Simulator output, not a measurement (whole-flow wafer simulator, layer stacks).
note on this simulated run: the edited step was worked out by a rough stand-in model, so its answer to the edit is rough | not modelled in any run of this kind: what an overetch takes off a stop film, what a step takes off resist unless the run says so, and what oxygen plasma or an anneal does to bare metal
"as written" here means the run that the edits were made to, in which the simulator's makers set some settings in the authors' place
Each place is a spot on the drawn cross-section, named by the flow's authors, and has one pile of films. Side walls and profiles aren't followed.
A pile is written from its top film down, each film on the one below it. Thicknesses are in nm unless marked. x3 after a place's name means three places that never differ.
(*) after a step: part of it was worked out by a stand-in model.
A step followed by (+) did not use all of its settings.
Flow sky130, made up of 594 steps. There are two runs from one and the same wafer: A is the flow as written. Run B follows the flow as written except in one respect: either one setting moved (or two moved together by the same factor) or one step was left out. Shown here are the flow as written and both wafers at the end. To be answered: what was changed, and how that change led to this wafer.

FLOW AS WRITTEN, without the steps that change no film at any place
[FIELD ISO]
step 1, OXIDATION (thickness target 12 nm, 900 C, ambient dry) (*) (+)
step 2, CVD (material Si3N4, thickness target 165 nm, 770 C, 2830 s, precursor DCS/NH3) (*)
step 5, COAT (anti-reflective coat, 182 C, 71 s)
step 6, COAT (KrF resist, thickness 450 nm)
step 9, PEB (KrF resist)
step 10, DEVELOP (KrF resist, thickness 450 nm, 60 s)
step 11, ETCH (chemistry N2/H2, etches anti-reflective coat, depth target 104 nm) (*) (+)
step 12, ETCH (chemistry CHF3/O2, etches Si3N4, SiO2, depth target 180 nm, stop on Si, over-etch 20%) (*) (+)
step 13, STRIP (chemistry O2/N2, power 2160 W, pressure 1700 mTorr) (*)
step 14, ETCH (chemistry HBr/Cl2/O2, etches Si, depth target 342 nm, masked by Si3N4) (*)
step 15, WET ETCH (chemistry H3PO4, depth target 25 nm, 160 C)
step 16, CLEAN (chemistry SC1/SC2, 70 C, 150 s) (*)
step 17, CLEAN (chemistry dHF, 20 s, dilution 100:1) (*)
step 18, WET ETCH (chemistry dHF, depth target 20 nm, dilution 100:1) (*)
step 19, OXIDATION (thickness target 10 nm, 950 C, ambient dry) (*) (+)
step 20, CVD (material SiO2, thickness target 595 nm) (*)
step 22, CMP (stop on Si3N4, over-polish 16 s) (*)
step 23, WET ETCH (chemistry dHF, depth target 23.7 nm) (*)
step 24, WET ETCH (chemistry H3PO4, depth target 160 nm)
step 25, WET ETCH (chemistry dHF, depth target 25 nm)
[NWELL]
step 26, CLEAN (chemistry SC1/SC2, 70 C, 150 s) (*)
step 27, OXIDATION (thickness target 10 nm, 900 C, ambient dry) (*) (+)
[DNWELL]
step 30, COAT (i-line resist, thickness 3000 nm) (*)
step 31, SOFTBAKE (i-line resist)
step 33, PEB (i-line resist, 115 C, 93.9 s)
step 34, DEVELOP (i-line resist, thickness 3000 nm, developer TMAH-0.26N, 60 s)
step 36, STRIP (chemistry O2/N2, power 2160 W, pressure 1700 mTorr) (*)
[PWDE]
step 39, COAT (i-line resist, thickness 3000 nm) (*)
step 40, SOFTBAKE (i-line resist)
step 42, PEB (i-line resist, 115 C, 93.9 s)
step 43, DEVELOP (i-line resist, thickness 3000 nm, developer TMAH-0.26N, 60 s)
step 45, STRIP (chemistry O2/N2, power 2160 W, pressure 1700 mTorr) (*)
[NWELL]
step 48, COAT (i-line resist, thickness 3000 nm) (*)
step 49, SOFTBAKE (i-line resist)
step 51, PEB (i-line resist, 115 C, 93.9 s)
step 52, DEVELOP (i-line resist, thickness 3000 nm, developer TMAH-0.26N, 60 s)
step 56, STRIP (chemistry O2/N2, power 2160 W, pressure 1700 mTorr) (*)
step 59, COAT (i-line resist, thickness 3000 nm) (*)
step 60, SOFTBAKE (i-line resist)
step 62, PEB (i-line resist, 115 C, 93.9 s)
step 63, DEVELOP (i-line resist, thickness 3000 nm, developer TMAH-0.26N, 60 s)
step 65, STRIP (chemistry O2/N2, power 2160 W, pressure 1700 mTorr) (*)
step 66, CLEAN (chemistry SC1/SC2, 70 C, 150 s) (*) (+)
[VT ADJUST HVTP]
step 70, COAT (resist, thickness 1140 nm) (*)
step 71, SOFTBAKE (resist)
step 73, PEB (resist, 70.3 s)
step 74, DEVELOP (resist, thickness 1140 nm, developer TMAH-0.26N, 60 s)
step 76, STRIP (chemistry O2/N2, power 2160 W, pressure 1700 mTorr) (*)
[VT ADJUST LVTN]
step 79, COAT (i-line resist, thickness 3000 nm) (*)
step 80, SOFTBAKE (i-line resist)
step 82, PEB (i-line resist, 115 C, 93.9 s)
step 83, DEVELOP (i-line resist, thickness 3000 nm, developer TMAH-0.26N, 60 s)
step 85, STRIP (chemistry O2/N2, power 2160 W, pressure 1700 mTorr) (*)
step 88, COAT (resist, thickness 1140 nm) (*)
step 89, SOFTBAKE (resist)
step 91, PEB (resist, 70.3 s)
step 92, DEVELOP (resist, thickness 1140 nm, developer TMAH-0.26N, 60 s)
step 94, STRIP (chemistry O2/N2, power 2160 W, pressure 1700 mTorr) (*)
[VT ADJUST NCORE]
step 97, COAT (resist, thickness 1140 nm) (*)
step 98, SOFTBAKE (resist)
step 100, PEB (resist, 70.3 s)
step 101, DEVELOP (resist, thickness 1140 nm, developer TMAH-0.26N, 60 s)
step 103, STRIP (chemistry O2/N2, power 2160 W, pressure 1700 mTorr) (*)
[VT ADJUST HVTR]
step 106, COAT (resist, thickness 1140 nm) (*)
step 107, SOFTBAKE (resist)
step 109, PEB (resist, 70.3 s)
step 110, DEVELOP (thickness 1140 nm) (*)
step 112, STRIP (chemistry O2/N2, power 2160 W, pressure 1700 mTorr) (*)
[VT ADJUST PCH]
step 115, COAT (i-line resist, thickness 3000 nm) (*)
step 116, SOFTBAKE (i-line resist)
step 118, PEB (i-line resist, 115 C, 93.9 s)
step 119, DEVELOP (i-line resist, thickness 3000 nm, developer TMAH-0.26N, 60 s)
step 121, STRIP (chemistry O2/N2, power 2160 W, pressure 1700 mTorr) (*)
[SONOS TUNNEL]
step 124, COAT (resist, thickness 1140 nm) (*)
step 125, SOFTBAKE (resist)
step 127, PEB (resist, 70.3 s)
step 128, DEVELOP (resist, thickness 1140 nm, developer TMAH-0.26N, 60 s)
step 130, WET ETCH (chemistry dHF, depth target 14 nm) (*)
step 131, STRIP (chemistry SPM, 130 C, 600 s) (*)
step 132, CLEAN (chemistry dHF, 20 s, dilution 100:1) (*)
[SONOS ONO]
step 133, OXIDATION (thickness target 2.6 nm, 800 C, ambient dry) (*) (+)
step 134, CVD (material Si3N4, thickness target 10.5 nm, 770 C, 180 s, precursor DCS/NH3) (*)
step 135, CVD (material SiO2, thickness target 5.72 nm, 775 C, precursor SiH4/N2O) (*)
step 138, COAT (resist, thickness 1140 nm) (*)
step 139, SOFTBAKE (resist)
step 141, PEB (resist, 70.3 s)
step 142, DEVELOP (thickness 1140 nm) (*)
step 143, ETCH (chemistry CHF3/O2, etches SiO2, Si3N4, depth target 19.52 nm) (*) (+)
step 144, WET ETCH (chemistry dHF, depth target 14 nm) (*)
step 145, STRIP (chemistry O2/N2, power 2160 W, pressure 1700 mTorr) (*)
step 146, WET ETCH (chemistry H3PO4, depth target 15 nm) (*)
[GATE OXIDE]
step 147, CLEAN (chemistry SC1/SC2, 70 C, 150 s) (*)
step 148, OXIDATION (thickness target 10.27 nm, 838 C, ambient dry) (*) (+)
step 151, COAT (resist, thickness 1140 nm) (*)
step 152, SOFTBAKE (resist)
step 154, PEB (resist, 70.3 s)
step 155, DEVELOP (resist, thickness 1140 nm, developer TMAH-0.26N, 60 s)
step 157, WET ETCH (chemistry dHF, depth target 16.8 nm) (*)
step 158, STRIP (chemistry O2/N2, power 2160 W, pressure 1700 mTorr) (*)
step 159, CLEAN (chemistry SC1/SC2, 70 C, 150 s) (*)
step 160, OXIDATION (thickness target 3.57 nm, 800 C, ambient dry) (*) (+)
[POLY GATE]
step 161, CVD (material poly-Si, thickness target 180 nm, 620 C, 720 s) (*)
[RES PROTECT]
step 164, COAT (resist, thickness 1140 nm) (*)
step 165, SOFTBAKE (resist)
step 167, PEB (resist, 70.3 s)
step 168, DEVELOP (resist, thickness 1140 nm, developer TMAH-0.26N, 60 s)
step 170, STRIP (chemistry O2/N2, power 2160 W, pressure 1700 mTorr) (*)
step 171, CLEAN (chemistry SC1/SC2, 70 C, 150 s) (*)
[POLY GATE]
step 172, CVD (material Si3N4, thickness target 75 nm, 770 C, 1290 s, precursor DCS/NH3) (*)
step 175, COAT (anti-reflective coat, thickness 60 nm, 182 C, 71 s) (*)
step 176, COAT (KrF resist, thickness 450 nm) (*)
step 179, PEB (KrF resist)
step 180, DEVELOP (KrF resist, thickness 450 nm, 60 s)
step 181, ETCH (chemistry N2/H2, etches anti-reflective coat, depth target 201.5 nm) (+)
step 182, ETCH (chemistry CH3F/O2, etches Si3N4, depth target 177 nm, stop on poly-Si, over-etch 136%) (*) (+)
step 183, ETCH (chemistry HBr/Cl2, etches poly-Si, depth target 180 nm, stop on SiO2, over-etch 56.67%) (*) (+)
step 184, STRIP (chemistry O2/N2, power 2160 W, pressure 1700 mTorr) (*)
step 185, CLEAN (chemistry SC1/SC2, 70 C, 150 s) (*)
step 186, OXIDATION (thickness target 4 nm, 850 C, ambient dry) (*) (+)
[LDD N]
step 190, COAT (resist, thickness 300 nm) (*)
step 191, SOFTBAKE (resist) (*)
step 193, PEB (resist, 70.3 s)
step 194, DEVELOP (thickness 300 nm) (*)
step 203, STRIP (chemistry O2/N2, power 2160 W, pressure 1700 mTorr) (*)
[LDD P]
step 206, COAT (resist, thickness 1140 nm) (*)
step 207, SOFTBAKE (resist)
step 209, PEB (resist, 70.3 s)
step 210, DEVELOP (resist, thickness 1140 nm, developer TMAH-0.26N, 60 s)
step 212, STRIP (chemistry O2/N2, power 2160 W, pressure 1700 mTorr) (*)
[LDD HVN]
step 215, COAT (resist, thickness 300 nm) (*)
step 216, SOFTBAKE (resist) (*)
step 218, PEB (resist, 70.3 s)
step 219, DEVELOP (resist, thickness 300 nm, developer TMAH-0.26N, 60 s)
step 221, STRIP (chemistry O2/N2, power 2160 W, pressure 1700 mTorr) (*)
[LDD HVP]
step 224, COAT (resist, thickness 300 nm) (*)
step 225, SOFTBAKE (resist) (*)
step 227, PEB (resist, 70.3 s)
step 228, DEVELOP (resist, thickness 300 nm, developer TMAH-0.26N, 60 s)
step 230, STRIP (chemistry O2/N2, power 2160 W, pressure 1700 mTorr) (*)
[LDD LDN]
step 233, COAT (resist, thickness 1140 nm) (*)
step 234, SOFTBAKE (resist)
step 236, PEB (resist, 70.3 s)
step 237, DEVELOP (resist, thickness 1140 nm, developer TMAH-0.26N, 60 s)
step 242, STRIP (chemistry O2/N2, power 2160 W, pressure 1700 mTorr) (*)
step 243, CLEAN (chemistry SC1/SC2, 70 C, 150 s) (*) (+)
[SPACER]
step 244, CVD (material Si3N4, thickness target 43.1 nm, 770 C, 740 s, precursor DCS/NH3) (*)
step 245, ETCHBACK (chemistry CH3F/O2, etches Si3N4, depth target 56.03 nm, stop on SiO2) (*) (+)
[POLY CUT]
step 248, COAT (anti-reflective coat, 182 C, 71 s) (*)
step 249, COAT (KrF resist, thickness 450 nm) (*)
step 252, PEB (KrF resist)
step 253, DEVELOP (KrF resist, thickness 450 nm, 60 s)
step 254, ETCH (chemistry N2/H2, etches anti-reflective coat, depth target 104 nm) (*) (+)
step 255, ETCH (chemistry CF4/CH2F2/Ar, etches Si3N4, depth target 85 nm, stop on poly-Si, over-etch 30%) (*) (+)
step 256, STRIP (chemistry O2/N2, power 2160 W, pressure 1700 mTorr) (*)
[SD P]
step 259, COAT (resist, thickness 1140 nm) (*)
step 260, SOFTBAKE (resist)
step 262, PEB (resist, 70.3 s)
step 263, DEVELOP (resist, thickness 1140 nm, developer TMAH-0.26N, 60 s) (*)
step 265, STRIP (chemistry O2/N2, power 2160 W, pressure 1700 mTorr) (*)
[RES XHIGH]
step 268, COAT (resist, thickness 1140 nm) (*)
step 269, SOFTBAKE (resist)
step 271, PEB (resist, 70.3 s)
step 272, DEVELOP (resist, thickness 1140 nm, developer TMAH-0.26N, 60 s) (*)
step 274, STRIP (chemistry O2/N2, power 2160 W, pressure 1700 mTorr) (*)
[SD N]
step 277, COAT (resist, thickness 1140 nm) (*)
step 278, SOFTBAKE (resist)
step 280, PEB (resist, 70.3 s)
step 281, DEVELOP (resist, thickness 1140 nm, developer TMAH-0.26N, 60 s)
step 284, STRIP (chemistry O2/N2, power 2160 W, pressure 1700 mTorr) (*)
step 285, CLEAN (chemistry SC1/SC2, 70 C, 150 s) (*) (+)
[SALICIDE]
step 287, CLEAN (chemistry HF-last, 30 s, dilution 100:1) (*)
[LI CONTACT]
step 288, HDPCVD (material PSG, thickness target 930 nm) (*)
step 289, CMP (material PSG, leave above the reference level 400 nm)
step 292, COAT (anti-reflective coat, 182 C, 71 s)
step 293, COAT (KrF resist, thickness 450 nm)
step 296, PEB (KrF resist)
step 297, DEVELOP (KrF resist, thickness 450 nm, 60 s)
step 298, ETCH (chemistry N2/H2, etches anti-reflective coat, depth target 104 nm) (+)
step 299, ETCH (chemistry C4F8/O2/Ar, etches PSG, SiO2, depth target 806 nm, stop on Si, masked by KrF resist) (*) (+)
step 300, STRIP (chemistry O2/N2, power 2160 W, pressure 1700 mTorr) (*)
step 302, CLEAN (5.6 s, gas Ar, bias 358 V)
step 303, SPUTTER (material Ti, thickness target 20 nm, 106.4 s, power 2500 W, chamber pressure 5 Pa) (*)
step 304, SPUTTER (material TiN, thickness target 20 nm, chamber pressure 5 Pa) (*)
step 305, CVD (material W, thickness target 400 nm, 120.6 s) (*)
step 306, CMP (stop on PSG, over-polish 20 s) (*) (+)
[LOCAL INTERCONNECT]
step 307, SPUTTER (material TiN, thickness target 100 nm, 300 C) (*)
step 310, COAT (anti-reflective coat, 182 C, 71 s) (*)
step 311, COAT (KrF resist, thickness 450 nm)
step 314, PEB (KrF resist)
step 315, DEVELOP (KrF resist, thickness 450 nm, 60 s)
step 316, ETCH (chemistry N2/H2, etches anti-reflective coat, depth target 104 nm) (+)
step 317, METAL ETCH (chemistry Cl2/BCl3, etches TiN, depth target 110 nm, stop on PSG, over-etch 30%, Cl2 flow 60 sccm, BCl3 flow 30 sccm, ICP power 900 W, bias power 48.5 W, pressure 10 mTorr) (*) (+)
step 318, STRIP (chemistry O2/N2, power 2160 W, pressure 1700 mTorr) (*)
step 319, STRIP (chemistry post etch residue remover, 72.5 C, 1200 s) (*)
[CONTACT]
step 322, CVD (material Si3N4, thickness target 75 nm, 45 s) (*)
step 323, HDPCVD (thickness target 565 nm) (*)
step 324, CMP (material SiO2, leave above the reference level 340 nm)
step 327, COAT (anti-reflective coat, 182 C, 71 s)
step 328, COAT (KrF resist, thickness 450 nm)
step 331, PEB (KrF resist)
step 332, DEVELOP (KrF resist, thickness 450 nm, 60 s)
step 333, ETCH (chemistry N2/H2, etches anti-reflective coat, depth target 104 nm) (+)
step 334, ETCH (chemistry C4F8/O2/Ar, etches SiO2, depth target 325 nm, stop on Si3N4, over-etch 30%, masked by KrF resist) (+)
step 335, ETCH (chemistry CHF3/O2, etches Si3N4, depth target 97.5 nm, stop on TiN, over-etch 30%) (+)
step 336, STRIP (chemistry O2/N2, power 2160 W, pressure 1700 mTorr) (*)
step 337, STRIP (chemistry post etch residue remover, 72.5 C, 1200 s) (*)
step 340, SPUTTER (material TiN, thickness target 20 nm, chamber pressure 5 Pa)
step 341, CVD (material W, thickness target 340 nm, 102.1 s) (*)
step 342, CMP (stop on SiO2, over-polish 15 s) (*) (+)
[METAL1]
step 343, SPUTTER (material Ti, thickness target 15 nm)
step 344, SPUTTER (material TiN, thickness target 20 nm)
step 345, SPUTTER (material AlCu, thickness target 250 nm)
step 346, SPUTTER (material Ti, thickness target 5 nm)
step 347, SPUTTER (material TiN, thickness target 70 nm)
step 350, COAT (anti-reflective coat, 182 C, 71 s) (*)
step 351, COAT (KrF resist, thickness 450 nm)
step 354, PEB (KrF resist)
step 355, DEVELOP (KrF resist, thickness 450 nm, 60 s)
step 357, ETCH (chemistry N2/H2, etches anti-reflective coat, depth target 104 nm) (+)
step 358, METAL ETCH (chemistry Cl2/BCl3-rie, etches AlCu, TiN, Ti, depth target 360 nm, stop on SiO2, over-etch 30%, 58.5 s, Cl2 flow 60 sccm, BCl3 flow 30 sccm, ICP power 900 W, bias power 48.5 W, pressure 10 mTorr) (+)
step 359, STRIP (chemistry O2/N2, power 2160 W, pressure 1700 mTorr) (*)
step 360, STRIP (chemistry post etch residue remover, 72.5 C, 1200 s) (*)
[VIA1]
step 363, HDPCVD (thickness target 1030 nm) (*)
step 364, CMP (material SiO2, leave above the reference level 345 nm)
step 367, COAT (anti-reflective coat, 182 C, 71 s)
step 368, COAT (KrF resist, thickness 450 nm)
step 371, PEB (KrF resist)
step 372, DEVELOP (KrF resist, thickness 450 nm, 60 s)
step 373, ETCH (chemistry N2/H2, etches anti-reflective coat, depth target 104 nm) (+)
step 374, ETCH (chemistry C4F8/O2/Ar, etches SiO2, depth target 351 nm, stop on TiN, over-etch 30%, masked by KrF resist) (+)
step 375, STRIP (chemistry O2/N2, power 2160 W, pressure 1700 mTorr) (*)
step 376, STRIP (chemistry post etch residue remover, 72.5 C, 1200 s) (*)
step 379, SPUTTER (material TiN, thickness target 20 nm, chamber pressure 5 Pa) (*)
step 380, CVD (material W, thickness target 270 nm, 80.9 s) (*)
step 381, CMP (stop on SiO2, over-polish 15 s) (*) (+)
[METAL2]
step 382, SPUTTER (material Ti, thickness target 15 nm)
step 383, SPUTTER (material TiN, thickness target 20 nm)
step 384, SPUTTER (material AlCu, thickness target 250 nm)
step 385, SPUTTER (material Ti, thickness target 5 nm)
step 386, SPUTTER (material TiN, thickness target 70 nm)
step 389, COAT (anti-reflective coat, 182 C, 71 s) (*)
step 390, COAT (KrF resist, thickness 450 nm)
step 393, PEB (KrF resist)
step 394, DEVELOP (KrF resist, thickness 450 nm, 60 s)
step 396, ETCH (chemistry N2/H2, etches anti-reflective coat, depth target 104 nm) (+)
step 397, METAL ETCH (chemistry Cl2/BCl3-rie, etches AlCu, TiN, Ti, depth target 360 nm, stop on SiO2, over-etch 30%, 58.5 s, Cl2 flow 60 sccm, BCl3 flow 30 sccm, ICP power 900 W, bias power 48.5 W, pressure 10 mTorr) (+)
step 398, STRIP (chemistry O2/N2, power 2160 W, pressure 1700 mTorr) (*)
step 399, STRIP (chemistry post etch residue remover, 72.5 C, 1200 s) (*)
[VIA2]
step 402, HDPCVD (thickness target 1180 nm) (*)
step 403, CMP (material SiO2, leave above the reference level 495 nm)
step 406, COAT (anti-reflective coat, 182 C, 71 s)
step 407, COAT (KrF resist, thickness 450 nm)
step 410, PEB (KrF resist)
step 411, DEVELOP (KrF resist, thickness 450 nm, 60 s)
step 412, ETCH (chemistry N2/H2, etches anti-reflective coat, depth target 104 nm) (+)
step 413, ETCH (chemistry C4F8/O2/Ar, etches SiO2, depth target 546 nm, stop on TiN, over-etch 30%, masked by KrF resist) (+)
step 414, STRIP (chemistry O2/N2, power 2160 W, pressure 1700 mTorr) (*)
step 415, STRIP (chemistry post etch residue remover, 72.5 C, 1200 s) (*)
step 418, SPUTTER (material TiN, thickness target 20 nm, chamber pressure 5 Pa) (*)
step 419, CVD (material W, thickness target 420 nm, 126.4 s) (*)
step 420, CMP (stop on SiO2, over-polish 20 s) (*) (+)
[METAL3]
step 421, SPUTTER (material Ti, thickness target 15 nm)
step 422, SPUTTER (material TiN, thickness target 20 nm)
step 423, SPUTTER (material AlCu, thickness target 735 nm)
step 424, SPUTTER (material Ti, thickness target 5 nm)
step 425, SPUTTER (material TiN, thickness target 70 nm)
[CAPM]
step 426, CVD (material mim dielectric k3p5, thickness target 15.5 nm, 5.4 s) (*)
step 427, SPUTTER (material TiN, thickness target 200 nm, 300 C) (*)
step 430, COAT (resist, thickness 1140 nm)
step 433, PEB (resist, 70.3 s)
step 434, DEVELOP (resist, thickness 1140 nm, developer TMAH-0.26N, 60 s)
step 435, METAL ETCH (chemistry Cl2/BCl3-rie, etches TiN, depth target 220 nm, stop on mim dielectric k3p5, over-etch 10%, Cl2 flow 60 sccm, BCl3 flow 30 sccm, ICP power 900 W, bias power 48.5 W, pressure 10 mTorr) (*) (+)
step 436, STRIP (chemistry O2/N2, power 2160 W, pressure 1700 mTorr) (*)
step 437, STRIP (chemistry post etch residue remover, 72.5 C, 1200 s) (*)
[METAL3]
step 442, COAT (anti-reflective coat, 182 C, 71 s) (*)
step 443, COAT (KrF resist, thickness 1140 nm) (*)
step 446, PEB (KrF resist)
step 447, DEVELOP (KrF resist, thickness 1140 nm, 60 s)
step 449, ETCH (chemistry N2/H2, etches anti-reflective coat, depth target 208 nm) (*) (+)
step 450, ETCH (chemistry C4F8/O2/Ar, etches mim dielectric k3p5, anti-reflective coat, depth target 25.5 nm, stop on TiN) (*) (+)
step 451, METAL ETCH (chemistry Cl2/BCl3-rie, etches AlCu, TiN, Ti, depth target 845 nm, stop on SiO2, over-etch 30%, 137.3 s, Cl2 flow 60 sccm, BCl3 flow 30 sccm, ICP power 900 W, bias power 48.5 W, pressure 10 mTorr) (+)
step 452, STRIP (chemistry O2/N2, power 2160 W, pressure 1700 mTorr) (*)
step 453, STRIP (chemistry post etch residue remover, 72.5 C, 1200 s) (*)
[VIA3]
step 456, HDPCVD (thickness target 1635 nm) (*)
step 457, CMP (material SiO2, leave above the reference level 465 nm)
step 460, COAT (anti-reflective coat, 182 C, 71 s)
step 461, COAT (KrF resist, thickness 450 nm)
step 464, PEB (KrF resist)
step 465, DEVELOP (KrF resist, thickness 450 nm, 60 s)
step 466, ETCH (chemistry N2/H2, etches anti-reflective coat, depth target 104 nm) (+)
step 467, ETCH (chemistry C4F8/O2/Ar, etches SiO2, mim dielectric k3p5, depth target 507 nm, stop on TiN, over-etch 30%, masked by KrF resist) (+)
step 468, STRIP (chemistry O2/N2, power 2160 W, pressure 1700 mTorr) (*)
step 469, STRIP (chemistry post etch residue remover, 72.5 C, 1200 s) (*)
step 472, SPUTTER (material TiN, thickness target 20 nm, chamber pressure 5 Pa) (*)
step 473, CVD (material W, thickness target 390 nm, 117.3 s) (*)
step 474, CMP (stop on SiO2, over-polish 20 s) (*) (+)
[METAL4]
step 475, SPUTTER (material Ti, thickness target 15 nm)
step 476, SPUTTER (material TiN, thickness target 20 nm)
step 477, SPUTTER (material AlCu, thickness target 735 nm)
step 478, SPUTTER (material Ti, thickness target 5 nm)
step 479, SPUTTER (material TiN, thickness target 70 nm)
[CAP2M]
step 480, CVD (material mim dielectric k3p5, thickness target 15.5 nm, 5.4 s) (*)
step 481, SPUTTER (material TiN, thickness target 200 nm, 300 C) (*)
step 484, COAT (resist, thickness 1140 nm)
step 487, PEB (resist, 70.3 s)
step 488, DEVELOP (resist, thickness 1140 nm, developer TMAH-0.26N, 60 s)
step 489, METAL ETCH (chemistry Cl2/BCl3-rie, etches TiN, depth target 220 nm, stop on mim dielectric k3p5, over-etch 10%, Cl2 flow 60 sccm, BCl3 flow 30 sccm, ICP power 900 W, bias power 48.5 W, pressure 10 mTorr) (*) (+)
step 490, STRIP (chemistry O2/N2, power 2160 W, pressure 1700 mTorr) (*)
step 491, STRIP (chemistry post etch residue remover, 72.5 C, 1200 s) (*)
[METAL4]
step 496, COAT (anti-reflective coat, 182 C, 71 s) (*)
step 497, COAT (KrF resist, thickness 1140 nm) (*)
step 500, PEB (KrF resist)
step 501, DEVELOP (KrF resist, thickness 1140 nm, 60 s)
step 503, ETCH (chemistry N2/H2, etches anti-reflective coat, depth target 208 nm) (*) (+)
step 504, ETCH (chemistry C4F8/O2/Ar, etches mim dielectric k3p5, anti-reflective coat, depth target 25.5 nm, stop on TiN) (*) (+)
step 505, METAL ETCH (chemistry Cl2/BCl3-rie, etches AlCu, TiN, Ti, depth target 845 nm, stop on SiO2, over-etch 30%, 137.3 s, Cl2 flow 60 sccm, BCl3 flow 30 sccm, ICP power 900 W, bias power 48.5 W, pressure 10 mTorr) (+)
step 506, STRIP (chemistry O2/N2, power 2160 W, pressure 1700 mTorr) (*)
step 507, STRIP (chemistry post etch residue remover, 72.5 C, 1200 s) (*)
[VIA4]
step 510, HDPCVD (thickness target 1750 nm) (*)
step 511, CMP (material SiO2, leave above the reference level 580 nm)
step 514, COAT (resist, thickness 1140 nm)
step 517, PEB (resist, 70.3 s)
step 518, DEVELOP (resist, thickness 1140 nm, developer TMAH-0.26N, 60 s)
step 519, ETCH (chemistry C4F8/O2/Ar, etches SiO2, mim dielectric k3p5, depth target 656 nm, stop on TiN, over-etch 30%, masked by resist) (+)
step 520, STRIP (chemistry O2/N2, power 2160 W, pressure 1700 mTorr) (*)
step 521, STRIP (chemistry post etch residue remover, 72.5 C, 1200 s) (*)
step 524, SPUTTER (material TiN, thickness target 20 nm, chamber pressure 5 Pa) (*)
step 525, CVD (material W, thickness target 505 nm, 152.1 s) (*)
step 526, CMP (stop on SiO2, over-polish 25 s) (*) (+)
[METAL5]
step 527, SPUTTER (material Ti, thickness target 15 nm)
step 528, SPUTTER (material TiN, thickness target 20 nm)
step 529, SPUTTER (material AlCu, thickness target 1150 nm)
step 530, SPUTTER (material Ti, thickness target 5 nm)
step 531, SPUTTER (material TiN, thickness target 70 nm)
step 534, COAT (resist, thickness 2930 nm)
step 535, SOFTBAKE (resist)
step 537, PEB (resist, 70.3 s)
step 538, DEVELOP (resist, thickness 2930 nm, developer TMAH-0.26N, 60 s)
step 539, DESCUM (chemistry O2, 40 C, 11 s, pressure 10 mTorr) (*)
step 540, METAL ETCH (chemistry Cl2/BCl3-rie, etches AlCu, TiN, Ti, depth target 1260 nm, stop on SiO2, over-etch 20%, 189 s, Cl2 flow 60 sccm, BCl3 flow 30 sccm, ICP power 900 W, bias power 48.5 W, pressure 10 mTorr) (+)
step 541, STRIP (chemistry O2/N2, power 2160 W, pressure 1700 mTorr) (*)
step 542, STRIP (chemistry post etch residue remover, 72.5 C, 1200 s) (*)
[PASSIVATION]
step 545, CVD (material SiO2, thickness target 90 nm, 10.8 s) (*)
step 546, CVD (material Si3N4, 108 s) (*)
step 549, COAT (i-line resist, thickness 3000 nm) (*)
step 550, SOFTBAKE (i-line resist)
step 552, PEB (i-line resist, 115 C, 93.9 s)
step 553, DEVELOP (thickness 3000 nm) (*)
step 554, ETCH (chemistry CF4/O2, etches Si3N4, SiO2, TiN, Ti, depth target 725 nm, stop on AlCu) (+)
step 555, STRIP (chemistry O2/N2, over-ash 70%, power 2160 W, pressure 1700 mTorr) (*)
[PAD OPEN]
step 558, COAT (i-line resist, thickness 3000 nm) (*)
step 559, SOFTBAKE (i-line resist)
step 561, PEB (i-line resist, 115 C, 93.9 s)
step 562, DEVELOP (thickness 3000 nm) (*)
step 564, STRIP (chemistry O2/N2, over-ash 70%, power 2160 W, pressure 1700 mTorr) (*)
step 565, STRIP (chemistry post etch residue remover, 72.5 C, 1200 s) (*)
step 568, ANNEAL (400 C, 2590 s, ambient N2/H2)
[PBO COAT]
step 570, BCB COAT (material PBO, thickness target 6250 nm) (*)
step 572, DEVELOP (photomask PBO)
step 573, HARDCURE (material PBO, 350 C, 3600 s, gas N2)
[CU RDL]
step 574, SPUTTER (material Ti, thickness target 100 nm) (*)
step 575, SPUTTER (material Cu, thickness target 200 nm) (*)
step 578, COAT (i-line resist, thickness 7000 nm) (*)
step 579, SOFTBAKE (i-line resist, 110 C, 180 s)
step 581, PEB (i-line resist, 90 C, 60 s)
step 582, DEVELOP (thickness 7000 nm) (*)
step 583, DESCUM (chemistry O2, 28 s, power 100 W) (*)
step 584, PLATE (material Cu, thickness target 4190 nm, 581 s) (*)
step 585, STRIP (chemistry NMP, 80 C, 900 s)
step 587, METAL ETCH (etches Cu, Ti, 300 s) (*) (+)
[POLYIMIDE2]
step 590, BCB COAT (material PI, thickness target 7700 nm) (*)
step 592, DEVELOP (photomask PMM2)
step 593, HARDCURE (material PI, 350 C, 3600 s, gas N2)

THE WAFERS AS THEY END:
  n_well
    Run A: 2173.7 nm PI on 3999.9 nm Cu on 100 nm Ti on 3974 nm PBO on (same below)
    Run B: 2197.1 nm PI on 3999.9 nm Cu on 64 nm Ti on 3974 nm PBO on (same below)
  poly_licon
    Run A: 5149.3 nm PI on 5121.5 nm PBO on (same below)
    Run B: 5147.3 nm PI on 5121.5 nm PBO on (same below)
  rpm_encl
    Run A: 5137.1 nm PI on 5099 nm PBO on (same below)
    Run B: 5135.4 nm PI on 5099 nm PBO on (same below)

Cause: step 574, SPUTTER: thickness target 64 nm was run, though the flow has thickness target 100 nm.
The wafer lets one read it off: n_well has Ti 64, and step 574 as written asks for 100 nm.

The path from the change to this, step by step:
  step 574, SPUTTER (material Ti, thickness target 100 nm) (*)
      field, active, n_well and 190 more: A +100 Ti (new film) | B +64 Ti (new film)
  step 587, METAL ETCH (etches Cu, Ti, 300 s) (*) (+)
      field, active, gate and 167 more: A -200 Cu (all of it), -100 Ti (all of it) | B -200 Cu (all of it), -64 Ti (all of it)
  step 590, BCB COAT (material PI, thickness target 7700 nm) (*)
      de16_gate_nw: A +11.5 um PI (new film) | B +11.47 um PI (new film)
